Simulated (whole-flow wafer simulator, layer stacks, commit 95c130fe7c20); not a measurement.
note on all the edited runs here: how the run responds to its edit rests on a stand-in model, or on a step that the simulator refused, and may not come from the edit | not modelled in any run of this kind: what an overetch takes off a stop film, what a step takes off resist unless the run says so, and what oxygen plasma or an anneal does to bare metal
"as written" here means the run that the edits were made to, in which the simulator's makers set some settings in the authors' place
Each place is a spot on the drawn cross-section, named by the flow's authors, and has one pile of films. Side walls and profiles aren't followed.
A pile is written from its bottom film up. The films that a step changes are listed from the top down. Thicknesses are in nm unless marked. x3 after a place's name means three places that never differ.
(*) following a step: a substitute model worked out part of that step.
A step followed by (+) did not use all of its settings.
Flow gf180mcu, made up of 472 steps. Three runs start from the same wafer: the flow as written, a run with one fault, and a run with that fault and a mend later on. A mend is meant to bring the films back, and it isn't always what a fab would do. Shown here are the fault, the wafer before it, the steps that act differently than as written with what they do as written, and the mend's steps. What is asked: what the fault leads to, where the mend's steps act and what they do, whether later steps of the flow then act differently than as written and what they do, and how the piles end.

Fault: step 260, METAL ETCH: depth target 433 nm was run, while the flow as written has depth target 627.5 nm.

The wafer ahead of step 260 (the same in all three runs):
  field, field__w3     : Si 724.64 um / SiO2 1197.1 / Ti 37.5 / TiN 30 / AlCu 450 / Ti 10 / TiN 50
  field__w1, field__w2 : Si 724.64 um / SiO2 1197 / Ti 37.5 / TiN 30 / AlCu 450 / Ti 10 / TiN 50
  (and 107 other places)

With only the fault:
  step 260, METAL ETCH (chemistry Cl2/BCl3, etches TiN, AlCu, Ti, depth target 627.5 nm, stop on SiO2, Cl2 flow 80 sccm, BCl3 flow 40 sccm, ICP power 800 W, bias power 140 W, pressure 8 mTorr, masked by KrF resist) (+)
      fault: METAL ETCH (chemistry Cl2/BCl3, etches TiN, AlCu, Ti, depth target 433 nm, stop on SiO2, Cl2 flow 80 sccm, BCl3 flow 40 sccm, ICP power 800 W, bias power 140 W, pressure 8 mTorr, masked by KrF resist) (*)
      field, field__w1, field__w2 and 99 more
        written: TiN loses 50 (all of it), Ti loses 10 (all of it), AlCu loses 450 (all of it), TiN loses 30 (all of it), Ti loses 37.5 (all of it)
        fault: TiN loses 50 (all of it), Ti loses 10 (all of it), AlCu loses 373
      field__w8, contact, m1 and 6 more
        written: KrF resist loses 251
        fault: KrF resist loses 173.2
  Later steps of the flow acting differently than as written:
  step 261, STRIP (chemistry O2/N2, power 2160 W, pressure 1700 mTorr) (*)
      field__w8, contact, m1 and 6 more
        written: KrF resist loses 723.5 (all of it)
        fault: KrF resist loses 801.3 (all of it)
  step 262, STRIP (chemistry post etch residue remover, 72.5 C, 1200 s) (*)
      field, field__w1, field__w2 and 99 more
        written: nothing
        fault: AlCu loses 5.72
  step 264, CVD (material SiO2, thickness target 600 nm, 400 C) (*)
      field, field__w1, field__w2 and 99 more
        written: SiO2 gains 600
        fault: SiO2 gains 600 (new film)
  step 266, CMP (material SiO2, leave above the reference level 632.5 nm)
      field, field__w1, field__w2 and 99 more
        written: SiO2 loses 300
        fault: SiO2 loses 438.8
  The piles end different from the flow's at field, field__w1, field__w2 and 100 more by more than 2% or 0.5 nm, whichever is larger.
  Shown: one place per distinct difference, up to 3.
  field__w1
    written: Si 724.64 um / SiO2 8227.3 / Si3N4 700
    fault: Si 724.64 um / SiO2 1197 / Ti 37.5 / TiN 30 / AlCu 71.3 / SiO2 6891.5 / Si3N4 700
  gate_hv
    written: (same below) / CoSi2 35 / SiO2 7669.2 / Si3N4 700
    fault: (same below) / CoSi2 35 / SiO2 638.9 / Ti 37.5 / TiN 30 / AlCu 71.3 / SiO2 6891.5 / Si3N4 700
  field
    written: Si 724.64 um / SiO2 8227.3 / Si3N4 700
    fault: Si 724.64 um / SiO2 1197.1 / Ti 37.5 / TiN 30 / AlCu 71.3 / SiO2 6891.5 / Si3N4 700

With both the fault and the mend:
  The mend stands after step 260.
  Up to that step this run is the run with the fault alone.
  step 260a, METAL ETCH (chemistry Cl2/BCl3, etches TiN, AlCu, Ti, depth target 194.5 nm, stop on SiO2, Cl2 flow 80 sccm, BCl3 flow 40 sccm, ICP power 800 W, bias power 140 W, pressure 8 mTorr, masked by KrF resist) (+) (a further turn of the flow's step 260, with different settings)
      field, field__w1, field__w2 and 99 more
        AlCu loses 77 (all of it), TiN loses 30 (all of it), Ti loses 37.5 (all of it)
      field__w8, contact, m1 and 6 more
        KrF resist loses 77.8
  None of the later steps of the flow acts differently than as written at any place that is followed.
  At every place that both follow, the piles at the end match the flow's.
